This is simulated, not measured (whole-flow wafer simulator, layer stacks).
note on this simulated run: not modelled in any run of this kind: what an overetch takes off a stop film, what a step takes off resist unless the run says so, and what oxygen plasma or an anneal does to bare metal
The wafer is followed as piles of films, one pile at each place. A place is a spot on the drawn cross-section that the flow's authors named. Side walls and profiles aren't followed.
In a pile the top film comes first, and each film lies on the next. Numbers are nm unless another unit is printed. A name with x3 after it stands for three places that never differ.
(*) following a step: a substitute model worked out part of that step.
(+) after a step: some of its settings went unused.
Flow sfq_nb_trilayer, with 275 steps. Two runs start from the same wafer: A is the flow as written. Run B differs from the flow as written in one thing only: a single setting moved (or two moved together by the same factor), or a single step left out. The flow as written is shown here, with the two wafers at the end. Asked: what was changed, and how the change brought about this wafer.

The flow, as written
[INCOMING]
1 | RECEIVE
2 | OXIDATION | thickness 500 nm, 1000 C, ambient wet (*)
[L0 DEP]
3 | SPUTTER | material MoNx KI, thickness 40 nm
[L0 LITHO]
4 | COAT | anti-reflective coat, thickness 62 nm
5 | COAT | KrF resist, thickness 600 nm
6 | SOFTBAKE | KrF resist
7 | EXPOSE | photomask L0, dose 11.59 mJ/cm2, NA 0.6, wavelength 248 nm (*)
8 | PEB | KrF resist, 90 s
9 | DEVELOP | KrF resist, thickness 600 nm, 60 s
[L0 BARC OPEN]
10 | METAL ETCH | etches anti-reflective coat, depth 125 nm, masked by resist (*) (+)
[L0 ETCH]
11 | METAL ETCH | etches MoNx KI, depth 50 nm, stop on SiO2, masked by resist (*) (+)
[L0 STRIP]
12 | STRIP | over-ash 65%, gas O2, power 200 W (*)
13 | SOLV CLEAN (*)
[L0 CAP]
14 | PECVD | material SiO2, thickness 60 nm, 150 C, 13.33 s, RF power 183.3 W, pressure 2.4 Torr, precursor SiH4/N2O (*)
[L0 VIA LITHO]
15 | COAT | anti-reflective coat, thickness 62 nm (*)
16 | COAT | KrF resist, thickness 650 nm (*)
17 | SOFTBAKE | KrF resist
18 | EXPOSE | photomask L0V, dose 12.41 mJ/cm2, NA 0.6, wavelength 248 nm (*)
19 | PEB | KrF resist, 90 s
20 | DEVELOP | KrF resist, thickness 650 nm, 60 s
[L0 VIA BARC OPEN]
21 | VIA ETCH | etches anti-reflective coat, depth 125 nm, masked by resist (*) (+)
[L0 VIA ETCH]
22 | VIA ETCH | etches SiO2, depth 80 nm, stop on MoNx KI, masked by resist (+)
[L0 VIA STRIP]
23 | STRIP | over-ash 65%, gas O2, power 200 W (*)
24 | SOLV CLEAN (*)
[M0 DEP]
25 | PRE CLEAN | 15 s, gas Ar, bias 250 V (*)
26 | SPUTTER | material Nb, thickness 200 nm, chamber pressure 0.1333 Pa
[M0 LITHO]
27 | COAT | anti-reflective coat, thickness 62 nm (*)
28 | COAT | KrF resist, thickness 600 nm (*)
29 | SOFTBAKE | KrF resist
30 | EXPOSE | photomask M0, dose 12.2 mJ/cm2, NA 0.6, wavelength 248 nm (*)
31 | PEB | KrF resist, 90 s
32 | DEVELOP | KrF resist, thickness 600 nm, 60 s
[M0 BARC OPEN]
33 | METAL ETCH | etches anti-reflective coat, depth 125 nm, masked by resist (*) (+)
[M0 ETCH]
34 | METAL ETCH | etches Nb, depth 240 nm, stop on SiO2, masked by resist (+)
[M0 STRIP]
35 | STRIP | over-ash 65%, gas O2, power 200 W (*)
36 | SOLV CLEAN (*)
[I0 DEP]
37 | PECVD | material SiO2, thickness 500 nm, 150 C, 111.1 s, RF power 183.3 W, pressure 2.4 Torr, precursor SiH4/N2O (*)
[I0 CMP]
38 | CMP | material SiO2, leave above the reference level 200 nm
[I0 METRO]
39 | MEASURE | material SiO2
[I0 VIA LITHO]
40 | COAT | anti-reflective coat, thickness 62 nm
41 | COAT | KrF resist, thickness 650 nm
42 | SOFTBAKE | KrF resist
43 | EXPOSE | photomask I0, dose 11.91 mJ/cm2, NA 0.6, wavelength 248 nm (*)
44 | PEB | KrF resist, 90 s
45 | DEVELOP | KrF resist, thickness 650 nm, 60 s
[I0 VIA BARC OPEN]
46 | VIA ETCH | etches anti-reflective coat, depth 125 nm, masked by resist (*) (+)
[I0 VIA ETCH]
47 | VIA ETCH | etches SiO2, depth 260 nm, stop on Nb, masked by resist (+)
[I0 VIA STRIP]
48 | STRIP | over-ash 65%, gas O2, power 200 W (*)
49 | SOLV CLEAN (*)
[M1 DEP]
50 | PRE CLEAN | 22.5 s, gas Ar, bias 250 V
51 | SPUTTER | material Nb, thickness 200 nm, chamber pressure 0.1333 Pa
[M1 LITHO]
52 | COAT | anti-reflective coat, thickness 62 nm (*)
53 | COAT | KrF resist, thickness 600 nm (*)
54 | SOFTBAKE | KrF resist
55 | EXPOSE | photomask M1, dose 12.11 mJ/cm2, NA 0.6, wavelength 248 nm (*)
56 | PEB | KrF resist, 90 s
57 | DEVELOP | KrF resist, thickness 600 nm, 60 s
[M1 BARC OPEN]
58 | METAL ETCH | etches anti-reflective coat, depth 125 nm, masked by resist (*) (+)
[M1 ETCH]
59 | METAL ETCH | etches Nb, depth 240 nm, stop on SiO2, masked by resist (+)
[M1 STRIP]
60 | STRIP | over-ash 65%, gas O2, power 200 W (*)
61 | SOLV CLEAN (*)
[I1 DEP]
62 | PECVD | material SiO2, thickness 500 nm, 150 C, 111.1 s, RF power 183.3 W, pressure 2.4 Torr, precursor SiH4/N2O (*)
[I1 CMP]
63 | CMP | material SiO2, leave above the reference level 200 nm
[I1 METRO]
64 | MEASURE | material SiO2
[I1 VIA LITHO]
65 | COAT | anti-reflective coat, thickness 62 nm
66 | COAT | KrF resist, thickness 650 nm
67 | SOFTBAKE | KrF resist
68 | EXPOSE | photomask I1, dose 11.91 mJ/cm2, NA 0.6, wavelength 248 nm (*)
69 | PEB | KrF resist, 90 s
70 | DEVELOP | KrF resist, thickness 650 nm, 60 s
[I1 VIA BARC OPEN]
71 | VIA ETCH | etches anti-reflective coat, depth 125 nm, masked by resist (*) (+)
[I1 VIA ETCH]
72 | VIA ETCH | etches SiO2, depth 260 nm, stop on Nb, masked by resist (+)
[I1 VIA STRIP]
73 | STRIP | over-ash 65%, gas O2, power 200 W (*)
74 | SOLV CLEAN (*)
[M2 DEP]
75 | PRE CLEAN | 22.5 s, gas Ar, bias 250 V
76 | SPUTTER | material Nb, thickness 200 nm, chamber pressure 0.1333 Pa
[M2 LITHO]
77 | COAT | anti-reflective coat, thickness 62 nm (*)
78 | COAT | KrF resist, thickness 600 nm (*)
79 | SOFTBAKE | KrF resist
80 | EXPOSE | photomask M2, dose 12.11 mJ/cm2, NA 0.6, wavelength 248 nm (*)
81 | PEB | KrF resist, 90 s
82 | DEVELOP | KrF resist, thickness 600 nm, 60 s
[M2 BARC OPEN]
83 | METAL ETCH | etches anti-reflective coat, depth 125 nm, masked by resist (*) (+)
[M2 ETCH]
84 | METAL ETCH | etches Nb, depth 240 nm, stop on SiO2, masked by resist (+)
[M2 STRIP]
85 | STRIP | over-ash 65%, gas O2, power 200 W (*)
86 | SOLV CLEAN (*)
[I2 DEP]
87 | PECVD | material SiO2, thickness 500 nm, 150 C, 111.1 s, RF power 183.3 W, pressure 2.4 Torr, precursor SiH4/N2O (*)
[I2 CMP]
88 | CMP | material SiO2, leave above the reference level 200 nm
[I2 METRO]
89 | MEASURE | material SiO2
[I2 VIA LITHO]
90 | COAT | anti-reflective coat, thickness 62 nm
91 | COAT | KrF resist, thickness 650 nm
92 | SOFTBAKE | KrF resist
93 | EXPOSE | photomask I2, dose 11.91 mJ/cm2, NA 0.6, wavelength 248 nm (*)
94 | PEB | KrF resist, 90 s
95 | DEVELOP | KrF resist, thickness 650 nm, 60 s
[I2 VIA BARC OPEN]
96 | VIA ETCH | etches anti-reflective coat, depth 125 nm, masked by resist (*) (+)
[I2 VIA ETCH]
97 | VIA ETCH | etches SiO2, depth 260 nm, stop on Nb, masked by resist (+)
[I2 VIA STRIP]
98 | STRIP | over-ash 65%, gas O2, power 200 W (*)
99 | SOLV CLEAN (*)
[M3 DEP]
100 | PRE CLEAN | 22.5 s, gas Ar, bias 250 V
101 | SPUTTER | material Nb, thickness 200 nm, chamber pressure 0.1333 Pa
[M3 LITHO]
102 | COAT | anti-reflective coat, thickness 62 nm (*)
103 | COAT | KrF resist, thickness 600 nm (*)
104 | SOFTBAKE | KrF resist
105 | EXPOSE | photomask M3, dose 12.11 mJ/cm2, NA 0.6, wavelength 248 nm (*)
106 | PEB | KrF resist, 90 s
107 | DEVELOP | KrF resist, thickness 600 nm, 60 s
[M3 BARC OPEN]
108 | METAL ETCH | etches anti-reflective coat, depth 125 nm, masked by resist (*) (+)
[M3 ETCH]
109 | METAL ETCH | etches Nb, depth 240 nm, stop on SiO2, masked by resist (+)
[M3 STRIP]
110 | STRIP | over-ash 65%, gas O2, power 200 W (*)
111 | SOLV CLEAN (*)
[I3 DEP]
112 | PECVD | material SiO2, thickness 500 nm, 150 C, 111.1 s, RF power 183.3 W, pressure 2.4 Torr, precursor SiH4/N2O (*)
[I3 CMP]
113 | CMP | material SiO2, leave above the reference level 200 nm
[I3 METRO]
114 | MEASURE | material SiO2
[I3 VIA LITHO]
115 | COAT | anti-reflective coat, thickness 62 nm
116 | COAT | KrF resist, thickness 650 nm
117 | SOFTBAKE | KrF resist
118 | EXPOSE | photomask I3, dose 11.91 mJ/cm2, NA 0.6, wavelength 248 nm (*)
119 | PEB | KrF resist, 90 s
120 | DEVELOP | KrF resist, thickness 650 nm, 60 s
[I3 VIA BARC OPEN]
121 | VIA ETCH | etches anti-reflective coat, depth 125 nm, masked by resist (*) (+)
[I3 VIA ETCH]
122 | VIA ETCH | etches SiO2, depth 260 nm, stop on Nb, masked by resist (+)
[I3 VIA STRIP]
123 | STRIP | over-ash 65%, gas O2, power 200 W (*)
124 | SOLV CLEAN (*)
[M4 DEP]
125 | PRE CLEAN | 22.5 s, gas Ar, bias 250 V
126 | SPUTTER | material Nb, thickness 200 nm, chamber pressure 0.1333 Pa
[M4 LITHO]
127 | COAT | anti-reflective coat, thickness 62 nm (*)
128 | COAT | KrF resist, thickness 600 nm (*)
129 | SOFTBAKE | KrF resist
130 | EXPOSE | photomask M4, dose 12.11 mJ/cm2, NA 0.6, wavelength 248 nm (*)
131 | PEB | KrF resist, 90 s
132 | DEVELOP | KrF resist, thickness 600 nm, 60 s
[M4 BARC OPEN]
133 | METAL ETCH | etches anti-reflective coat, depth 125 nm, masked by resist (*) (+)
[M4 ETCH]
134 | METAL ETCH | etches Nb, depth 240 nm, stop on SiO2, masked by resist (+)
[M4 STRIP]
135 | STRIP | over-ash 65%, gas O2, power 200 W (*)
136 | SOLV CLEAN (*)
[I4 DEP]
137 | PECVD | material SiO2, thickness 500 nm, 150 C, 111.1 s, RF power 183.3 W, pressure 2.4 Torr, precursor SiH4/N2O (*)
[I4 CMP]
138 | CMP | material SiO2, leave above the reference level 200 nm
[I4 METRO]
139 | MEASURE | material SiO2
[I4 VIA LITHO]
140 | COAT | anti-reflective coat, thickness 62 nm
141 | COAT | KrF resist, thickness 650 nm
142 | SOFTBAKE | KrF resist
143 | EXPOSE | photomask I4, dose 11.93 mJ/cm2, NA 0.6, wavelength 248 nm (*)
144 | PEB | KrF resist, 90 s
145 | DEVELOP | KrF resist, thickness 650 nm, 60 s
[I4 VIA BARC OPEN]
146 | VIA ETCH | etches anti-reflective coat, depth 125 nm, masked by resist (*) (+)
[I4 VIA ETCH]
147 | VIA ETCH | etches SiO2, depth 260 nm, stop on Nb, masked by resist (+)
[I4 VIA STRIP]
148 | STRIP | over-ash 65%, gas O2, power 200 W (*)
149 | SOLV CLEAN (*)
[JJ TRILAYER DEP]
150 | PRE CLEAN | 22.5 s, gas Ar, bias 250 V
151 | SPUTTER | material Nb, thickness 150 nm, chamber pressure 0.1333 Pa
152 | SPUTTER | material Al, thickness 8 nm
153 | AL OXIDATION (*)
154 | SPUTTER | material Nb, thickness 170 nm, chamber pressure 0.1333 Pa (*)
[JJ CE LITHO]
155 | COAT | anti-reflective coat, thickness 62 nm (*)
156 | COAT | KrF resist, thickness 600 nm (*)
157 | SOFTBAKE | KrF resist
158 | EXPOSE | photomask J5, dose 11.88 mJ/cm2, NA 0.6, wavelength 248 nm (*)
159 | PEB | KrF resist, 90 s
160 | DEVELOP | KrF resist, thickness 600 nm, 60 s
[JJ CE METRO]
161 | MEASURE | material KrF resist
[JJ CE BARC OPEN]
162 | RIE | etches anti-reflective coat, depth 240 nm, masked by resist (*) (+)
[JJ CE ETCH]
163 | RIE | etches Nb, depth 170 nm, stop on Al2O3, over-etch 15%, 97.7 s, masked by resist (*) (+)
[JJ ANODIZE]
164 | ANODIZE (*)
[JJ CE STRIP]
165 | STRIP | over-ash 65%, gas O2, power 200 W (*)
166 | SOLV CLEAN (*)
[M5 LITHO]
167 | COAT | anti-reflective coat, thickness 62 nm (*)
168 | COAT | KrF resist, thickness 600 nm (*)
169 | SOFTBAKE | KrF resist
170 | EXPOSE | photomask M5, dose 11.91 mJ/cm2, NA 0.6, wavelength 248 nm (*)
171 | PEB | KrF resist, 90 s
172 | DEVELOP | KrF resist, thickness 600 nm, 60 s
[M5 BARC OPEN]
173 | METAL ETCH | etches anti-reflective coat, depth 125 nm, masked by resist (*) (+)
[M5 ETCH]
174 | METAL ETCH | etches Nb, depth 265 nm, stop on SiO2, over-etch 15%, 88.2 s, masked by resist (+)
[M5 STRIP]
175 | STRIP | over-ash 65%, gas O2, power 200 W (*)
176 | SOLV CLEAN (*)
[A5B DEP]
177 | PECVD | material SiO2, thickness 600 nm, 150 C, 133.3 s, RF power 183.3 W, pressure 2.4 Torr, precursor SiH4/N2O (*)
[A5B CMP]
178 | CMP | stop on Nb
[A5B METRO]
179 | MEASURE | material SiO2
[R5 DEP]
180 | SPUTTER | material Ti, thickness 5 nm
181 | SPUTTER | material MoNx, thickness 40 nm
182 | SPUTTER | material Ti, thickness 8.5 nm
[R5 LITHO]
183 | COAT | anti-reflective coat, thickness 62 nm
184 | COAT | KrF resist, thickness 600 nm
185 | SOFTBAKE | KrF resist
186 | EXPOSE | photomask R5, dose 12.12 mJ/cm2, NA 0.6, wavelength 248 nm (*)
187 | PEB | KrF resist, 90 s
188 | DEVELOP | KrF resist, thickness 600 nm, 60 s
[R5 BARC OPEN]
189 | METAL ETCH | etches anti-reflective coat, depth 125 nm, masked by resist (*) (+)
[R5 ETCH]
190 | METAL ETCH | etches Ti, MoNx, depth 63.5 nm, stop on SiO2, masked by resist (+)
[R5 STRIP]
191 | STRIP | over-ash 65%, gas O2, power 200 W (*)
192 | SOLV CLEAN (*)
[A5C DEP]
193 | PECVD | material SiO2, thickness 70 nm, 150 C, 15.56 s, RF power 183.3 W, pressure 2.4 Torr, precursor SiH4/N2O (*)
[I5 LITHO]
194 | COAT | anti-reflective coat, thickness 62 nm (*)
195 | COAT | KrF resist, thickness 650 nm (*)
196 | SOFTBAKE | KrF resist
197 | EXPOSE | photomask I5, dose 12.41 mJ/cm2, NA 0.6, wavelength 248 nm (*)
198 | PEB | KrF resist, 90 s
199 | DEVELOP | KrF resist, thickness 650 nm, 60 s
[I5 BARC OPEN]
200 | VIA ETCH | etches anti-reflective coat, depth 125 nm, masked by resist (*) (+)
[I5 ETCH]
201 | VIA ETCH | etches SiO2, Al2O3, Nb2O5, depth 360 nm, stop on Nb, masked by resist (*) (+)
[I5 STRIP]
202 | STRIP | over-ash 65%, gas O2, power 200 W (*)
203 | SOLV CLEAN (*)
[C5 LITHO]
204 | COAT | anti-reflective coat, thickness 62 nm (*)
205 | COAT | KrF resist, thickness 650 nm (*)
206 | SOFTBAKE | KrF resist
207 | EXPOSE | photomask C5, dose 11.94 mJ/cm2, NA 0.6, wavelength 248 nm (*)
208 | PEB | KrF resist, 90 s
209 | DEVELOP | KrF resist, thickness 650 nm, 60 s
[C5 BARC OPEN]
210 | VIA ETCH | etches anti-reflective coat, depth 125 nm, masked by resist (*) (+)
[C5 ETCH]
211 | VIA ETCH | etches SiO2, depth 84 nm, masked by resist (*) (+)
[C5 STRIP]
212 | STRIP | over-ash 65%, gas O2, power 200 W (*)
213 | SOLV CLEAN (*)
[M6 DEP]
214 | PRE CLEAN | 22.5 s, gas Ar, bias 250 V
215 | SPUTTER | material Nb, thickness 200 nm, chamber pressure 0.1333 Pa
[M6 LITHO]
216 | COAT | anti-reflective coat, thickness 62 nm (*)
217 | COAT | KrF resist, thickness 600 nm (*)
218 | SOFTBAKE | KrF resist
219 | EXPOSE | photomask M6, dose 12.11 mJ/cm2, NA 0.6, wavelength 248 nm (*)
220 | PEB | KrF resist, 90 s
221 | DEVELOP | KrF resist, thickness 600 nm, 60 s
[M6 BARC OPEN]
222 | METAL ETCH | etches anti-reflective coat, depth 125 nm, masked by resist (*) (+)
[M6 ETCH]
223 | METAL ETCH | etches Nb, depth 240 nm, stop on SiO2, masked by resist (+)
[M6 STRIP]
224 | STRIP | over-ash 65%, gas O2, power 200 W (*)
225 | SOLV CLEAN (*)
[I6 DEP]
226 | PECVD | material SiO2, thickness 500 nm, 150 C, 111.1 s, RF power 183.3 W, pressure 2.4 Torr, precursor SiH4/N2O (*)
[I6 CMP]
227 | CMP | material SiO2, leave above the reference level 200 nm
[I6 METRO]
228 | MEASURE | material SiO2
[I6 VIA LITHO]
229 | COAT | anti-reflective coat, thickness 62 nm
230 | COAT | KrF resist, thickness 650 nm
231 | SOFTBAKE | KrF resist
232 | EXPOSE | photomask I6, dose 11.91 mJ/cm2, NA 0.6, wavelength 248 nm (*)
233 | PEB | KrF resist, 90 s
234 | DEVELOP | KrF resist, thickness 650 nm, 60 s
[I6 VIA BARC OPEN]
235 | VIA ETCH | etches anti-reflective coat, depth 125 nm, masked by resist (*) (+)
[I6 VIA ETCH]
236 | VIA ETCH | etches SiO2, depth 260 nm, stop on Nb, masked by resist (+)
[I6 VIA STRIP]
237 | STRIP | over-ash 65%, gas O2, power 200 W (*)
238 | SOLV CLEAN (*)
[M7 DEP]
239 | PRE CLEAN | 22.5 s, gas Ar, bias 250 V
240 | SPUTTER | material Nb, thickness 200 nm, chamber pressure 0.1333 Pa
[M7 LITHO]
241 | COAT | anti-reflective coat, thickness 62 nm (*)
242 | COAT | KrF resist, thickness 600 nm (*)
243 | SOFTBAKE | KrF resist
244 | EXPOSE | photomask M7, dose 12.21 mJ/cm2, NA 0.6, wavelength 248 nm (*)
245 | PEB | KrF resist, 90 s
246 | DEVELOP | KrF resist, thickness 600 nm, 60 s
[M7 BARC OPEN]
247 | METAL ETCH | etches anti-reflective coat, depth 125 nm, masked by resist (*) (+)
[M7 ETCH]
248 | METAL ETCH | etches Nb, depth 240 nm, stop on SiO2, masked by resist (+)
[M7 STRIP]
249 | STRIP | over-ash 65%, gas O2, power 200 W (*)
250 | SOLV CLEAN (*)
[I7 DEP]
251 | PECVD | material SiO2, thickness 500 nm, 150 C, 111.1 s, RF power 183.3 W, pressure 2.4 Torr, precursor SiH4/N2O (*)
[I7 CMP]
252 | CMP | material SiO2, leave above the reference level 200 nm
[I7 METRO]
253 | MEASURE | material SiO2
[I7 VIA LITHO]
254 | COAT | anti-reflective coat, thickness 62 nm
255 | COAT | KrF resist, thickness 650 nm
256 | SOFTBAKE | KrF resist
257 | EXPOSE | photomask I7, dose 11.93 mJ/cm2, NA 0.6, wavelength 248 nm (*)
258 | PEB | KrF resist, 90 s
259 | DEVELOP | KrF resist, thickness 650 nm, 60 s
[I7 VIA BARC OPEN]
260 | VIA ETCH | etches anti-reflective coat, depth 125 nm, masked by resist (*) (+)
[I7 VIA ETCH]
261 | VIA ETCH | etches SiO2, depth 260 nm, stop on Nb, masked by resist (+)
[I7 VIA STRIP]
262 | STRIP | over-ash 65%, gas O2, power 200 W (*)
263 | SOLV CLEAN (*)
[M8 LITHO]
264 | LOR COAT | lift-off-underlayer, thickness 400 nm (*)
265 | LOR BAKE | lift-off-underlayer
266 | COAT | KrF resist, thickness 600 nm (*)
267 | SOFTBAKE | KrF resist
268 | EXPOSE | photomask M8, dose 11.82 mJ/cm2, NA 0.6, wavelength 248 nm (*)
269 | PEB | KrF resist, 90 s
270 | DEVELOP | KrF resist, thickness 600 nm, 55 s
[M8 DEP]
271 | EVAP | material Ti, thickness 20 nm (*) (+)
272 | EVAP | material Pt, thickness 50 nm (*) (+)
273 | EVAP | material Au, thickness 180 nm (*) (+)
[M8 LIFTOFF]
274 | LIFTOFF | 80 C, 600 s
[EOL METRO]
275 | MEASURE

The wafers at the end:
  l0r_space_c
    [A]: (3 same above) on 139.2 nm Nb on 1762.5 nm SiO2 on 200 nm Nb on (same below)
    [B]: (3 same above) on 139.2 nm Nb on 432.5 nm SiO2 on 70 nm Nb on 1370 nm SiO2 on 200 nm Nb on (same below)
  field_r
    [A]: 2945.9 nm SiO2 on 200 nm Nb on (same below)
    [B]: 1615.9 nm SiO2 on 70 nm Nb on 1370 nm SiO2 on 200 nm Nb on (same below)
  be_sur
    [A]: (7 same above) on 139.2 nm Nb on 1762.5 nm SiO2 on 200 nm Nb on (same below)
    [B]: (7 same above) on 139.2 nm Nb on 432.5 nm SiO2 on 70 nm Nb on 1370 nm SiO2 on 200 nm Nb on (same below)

Cause: step 126, SPUTTER: thickness 310 nm was run, whereas the flow has thickness 200 nm.

The path from the change to this, step by step:
  126 | SPUTTER | material Nb, thickness 200 nm, chamber pressure 0.1333 Pa
      field_l, v_sur, via_wl and 102 more: A +200 Nb (new film) | B +310 Nb (new film)
      via_v: A +165.5 Nb | B +258.3 Nb
  127 | COAT | anti-reflective coat, thickness 62 nm (*)
      via_v: A +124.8 anti-reflective coat (new film) | B +127.6 anti-reflective coat (new film)
  134 | METAL ETCH | etches Nb, depth 240 nm, stop on SiO2, masked by resist (+)
      field_l, be, be_sur and 64 more: A -200 Nb (all of it) | B -240 Nb
  135 | STRIP | over-ash 65%, gas O2, power 200 W (*)
      via_v: A -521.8 KrF resist (all of it), -124.8 anti-reflective coat (all of it) | B -533.8 KrF resist (all of it), -127.6 anti-reflective coat (all of it)
  137 | PECVD | material SiO2, thickness 500 nm, 150 C, 111.1 s, RF power 183.3 W, pressure 2.4 Torr, precursor SiH4/N2O (*)
      field_l, be, be_sur and 55 more: A +500 SiO2 | B +500 SiO2 (new film)
      p3_s0, p3_s1, p3_s2, p3_s3, p3_s4, p3_s5: A +557.1 SiO2 | B +597.1 SiO2 (new film)
      (and at 3 other places as well)
  138 | CMP | material SiO2, leave above the reference level 200 nm
      field_l, be, be_sur and 55 more: A -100 SiO2 | B -60 SiO2
      lsp_r, l0_sur, l0v: A -91.9 SiO2 | B -50.3 SiO2
      (and at 1 other place as well)
Taking metal films that touch as one body, l0r_space_c has 3 bodies (between them, from the top down: SiO2 432.5; SiO2 1370); the flow as written gives 2 bodies (between them, from the top down: SiO2 1762.5).
Taking metal films that touch as one body, field_r has 2 bodies (between them, from the top down: SiO2 1370); the flow as written gives 1 body.
Taking metal films that touch as one body, be_sur has 5 bodies (between them, from the top down: SiO2 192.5; SiO2 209 / Al2O3 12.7 / Nb2O5 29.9; SiO2 432.5; SiO2 1370); the flow as written gives 4 bodies (between them, from the top down: SiO2 192.5; SiO2 209 / Al2O3 12.7 / Nb2O5 29.9; SiO2 1762.5).
